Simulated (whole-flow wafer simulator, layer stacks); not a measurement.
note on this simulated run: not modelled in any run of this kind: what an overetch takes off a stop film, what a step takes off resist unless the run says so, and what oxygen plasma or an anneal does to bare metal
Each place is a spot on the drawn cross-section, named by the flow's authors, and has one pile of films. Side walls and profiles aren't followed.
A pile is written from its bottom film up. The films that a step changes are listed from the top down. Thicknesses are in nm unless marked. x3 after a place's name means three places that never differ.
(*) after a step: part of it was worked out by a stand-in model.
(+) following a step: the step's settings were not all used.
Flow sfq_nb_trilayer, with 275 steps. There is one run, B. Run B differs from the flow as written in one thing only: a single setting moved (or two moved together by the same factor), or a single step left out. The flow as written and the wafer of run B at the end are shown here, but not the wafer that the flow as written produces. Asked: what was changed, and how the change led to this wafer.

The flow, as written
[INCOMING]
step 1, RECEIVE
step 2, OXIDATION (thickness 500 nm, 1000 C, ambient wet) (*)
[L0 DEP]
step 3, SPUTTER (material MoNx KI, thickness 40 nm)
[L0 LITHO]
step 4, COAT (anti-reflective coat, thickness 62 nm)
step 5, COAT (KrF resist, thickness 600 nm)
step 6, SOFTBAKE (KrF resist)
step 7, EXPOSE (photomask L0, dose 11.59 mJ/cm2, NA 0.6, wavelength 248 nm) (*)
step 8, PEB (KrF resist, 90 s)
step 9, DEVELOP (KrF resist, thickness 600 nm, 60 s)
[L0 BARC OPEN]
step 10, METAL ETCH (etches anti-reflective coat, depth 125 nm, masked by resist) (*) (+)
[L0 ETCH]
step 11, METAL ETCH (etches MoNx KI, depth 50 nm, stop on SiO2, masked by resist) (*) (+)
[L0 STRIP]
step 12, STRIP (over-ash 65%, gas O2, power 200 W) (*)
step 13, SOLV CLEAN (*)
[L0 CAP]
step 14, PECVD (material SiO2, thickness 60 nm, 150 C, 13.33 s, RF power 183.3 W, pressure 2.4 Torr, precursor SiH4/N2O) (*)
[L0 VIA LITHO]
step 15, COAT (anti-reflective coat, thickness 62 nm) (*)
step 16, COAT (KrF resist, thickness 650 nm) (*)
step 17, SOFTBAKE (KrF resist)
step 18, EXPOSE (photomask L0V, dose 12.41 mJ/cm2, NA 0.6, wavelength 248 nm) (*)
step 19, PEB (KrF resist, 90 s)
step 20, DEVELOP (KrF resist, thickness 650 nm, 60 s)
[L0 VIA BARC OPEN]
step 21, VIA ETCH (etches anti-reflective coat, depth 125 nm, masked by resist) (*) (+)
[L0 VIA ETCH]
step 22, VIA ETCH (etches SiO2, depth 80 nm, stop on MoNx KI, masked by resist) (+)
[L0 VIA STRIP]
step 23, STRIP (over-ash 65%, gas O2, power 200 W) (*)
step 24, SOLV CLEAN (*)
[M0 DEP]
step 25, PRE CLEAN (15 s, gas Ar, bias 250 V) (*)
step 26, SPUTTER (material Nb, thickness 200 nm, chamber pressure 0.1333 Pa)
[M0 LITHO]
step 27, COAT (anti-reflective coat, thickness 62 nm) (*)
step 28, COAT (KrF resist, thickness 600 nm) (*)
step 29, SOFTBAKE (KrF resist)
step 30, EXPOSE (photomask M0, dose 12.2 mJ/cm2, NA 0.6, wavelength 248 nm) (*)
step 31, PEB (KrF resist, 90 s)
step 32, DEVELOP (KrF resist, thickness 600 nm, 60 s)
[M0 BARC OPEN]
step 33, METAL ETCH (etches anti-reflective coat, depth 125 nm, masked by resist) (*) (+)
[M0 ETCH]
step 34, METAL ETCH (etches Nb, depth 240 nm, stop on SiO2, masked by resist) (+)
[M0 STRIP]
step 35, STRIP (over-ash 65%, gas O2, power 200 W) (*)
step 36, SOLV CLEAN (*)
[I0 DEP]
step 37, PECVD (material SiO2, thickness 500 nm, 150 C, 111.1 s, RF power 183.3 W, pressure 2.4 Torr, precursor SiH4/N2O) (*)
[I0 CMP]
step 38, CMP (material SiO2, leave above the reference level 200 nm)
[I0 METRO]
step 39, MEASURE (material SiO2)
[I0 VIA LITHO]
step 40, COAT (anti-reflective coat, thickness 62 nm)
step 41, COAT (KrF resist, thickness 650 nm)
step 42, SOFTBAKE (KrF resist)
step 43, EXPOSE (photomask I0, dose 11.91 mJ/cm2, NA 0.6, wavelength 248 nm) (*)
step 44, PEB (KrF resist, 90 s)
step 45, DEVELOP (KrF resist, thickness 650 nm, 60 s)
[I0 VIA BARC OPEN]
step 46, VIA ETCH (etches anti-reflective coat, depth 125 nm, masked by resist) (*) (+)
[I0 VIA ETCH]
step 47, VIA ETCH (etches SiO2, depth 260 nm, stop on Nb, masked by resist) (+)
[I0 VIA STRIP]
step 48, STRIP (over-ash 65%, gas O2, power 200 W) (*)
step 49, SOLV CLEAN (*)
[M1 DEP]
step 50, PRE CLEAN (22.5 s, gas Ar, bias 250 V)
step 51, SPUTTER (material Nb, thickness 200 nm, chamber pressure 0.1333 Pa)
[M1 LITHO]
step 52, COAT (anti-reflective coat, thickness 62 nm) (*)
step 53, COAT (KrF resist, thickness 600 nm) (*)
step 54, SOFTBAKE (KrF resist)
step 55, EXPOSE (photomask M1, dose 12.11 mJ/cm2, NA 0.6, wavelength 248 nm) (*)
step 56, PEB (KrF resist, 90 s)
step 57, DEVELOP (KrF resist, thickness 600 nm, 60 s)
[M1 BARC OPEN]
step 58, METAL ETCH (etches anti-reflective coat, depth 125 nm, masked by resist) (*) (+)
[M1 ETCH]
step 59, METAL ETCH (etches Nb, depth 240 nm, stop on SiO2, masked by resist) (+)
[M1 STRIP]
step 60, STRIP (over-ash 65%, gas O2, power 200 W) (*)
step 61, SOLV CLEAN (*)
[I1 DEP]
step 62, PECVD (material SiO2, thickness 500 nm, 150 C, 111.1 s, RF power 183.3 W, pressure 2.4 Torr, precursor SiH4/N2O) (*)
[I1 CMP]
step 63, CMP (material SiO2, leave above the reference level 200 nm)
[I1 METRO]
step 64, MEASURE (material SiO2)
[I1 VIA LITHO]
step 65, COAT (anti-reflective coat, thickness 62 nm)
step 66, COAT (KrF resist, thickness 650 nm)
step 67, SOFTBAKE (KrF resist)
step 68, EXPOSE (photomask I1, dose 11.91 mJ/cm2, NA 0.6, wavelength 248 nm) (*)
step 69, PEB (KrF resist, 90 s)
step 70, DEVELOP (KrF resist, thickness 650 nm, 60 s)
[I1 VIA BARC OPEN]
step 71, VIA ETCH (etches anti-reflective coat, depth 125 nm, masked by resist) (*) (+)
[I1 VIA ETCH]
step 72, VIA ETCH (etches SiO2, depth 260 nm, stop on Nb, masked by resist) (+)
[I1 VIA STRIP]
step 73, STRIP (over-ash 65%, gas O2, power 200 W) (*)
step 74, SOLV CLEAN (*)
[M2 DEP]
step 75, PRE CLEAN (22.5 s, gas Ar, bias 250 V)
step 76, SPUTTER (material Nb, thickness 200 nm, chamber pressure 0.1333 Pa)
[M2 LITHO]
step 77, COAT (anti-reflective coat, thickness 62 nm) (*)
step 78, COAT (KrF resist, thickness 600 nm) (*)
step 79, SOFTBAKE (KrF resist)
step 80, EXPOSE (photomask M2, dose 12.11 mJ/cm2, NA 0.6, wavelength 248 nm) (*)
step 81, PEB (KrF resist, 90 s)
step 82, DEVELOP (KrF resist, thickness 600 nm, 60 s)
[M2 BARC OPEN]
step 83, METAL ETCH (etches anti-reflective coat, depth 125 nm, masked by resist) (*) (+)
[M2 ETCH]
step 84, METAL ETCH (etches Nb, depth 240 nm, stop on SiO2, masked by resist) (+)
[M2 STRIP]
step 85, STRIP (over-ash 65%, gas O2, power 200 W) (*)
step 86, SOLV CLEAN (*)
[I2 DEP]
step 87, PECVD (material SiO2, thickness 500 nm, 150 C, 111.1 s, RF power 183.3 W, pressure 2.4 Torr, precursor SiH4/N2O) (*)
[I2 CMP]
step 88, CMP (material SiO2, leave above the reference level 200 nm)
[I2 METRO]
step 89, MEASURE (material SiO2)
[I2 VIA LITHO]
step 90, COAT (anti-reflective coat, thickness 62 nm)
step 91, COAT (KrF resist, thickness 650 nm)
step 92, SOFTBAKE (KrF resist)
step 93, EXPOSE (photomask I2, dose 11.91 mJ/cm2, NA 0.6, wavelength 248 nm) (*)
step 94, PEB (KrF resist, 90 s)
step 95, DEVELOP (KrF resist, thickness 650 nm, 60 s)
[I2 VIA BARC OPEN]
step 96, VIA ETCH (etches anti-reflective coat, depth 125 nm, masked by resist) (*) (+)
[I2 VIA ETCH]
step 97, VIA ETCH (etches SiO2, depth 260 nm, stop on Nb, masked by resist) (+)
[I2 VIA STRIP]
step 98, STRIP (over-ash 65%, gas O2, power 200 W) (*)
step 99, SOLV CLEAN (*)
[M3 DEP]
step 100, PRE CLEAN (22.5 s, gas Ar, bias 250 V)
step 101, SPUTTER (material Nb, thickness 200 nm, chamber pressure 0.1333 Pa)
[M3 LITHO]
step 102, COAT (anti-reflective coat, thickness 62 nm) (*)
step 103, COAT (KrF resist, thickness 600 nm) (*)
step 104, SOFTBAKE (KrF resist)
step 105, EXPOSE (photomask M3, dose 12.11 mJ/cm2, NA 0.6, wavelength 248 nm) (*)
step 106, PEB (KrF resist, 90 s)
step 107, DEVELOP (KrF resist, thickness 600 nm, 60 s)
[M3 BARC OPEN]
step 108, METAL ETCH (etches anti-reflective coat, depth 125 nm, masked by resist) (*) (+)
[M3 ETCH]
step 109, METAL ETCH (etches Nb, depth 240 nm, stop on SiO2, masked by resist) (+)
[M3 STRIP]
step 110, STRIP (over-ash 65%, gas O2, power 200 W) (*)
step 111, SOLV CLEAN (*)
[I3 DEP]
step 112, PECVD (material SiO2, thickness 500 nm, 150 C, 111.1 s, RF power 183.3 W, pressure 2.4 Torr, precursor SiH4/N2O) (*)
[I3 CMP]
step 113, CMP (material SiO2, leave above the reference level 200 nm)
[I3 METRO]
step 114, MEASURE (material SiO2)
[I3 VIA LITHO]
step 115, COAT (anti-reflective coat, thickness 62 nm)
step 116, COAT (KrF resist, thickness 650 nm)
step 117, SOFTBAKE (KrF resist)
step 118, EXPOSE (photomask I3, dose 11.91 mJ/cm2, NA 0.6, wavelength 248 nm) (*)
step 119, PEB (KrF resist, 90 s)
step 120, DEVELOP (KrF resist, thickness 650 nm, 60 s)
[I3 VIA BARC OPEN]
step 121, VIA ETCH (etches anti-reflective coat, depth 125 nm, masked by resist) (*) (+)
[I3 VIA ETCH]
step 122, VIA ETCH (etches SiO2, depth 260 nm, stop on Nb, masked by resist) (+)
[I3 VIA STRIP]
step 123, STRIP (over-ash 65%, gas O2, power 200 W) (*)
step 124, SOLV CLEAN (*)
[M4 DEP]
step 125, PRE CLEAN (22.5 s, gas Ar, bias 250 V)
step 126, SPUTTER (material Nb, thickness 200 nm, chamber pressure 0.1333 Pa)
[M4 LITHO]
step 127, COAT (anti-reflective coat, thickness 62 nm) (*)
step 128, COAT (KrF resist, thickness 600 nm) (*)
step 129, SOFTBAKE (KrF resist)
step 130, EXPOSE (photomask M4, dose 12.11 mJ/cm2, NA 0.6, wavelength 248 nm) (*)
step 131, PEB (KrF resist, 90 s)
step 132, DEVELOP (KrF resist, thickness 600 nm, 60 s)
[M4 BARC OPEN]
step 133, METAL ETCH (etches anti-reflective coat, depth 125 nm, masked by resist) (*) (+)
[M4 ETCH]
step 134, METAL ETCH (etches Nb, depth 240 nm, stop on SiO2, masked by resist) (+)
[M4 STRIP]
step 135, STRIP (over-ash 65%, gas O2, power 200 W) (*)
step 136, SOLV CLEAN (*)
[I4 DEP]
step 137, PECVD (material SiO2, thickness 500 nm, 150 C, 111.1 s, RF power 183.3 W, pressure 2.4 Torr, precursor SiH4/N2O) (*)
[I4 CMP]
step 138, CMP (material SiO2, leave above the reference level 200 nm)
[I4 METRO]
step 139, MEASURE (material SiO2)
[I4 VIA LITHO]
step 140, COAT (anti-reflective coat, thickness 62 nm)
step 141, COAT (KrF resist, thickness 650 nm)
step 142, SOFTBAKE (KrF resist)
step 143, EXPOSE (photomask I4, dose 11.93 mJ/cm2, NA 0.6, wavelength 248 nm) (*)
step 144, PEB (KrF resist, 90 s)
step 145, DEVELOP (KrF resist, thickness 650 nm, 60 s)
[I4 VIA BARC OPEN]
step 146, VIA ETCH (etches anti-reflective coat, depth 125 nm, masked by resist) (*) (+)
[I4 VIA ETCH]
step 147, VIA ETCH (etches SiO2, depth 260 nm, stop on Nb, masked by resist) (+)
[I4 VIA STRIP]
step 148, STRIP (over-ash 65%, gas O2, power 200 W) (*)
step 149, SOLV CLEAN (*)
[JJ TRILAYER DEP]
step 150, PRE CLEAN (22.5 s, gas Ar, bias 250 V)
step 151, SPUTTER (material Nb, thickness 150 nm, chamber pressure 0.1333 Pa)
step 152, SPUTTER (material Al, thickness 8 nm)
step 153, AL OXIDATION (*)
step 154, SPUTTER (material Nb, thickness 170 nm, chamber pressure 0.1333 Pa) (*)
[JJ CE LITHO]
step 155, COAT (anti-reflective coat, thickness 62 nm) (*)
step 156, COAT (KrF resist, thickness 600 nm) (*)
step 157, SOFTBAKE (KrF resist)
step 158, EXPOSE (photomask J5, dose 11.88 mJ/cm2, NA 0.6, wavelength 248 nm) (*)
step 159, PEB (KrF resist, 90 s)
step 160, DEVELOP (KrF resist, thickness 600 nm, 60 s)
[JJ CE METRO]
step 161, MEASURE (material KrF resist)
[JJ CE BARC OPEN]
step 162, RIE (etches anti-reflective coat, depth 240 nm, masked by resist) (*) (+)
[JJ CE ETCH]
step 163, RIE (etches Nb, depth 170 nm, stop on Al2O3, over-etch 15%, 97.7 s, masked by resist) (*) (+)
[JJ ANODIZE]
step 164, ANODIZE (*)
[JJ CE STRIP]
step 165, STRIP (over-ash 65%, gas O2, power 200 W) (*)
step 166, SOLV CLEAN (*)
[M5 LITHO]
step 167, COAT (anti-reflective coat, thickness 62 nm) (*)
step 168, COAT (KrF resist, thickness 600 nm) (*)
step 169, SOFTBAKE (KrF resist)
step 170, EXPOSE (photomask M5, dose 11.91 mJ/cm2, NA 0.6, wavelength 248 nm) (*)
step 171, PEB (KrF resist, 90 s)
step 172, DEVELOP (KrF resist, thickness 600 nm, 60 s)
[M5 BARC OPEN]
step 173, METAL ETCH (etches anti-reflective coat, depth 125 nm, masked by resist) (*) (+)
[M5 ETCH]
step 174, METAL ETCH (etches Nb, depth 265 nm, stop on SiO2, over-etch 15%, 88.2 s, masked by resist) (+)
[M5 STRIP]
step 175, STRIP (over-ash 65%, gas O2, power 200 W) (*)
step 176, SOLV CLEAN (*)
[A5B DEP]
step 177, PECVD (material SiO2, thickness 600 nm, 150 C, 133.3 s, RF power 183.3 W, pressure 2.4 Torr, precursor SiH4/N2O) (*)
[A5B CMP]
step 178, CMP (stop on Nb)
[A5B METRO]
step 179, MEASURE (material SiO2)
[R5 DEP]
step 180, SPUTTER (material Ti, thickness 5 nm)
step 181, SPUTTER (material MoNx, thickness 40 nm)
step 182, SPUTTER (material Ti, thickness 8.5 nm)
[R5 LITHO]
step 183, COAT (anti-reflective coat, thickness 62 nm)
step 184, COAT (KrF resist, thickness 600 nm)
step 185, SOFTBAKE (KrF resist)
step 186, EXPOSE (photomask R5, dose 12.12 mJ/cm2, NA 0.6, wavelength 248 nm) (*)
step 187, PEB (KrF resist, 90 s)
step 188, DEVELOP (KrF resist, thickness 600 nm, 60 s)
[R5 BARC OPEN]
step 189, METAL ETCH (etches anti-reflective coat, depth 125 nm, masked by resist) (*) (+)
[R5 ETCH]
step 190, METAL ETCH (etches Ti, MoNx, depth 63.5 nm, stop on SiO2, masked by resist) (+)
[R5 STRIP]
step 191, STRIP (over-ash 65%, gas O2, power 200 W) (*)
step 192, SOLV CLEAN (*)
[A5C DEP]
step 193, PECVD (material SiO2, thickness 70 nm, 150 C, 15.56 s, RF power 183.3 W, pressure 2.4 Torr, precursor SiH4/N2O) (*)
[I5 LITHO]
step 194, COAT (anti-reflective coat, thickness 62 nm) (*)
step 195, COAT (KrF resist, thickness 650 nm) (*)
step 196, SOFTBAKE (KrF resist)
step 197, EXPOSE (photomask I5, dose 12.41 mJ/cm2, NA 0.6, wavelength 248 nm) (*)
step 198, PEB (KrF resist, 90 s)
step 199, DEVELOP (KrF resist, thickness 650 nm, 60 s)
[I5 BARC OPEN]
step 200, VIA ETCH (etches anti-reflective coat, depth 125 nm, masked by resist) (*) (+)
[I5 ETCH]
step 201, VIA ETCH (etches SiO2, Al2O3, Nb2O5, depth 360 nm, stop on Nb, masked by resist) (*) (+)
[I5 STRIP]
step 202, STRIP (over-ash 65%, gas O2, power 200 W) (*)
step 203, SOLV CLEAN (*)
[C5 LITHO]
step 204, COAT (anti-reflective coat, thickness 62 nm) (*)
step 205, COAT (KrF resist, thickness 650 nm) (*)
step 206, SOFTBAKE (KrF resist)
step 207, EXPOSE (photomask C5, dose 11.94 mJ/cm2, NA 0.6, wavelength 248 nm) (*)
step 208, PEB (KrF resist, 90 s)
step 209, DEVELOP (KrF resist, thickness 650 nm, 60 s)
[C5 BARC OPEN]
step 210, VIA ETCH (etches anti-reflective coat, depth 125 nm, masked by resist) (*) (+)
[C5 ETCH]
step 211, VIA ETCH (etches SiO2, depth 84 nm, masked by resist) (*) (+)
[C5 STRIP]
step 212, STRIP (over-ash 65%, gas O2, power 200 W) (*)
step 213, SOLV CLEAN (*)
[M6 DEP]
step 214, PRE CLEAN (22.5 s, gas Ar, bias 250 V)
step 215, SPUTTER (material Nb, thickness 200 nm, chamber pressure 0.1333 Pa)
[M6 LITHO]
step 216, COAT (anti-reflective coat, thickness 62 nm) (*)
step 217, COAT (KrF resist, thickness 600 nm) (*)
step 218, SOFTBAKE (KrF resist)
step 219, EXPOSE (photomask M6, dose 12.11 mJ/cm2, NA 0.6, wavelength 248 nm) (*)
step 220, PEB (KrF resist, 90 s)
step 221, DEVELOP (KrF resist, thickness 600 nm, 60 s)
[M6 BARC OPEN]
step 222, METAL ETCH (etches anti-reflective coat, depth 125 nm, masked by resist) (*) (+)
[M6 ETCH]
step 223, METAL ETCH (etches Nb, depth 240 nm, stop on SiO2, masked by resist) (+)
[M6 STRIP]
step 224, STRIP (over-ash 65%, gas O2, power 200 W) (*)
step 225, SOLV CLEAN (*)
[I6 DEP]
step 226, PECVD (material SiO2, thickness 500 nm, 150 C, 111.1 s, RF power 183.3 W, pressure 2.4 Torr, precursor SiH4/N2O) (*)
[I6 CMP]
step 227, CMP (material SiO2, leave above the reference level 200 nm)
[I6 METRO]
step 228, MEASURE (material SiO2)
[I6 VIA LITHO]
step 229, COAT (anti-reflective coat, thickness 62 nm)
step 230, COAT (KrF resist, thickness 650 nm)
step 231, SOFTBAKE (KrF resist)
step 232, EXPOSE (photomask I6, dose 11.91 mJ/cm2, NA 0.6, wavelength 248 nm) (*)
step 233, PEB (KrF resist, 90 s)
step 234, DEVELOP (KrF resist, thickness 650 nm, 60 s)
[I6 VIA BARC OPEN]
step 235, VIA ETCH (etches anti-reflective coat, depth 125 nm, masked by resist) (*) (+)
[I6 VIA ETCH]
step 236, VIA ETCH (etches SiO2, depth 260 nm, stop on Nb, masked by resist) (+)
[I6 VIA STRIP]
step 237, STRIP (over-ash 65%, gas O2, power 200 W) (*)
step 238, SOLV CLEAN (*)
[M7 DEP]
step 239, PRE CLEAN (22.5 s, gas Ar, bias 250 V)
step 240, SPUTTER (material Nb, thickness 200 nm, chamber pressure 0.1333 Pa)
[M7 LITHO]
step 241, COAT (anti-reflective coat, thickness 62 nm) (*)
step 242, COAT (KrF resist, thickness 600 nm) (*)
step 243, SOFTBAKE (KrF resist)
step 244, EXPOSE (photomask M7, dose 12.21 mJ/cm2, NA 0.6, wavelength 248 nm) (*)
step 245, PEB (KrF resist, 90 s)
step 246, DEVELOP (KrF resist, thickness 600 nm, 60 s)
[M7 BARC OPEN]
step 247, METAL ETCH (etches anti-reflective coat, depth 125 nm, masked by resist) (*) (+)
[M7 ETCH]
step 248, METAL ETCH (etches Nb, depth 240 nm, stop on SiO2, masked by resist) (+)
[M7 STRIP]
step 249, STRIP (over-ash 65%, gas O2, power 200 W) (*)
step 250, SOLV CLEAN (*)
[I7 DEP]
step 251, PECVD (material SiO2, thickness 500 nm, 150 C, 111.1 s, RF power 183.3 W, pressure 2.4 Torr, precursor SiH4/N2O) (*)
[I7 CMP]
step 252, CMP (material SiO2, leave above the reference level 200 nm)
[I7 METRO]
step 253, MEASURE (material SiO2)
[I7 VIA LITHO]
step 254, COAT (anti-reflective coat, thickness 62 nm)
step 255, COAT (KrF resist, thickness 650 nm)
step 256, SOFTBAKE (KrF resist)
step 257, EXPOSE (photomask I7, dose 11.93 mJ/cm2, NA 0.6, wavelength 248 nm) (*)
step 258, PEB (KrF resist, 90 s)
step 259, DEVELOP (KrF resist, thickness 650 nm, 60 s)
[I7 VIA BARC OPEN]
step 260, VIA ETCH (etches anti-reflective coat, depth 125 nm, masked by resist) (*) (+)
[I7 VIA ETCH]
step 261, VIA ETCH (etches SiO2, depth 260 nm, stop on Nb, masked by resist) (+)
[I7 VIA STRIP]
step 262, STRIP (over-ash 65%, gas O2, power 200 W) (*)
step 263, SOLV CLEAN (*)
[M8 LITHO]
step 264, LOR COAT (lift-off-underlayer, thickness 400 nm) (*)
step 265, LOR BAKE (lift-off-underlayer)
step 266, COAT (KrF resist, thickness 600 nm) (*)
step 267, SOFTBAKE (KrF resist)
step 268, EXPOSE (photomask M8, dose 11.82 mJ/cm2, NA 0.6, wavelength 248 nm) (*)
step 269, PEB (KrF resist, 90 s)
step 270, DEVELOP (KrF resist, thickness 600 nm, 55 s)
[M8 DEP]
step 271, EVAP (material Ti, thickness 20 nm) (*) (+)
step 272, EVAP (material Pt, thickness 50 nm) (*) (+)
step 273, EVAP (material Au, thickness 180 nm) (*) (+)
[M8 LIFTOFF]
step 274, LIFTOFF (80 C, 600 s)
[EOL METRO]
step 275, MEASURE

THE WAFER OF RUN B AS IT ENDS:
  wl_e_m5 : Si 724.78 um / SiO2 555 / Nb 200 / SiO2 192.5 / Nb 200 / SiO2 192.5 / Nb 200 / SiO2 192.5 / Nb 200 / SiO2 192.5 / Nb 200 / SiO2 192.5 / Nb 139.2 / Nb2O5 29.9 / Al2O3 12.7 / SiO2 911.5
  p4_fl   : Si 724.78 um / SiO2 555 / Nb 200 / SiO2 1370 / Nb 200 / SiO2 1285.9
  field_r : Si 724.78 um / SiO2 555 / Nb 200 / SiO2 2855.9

The reason: step 240, SPUTTER: thickness 110 nm was run, while the flow as written has thickness 200 nm.

How this came from the change, step by step:
  step 240, SPUTTER (material Nb, thickness 200 nm, chamber pressure 0.1333 Pa)
      field_l, v_sur, via_wl and 102 more: +110 Nb (new film) (it would be, as written: +200 Nb (new film))
      via_v: +88.5 Nb (it would be, as written: +161.1 Nb)
  step 241, COAT (anti-reflective coat, thickness 62 nm) (*)
      via_v: +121 anti-reflective coat (new film) (it would be, as written: +126 anti-reflective coat (new film))
  step 248, METAL ETCH (etches Nb, depth 240 nm, stop on SiO2, masked by resist) (+)
      field_l, field_r, lsp_l and 62 more: -110 Nb (all of it) (it would be, as written: -200 Nb (all of it))
      v_sur, via_wl, via_w and 38 more: -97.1 KrF resist (it would be, as written: -141.2 KrF resist)
  step 249, STRIP (over-ash 65%, gas O2, power 200 W) (*)
      wl_j_sl, wl_jj, wl_j_sr and 14 more: -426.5 KrF resist (all of it), -62 anti-reflective coat (all of it) (it would be, as written: -382.4 KrF resist (all of it), -62 anti-reflective coat (all of it))
      lsp_m, ln_m6, lsp_r: -426.1 KrF resist (all of it), -61.8 anti-reflective coat (all of it) (it would be, as written: -381.9 KrF resist (all of it), -61.8 anti-reflective coat (all of it))
      (and at 21 other places as well)
  step 251, PECVD (material SiO2, thickness 500 nm, 150 C, 111.1 s, RF power 183.3 W, pressure 2.4 Torr, precursor SiH4/N2O) (*)
      field_r, lsp_l: +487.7 SiO2 (it would be, as written: +477.7 SiO2)
      m7r_space_l x2: +500 SiO2 (it would be, as written: +557.1 SiO2)
      (and at 1 other place as well)
  step 252, CMP (material SiO2, leave above the reference level 200 nm)
      field_l, p4_fl, p4_fm and 56 more: -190 SiO2 (it would be, as written: -100 SiO2)
      field_r, lsp_l: -177.7 SiO2 (it would be, as written: -77.7 SiO2)
      (and at 5 other places as well)
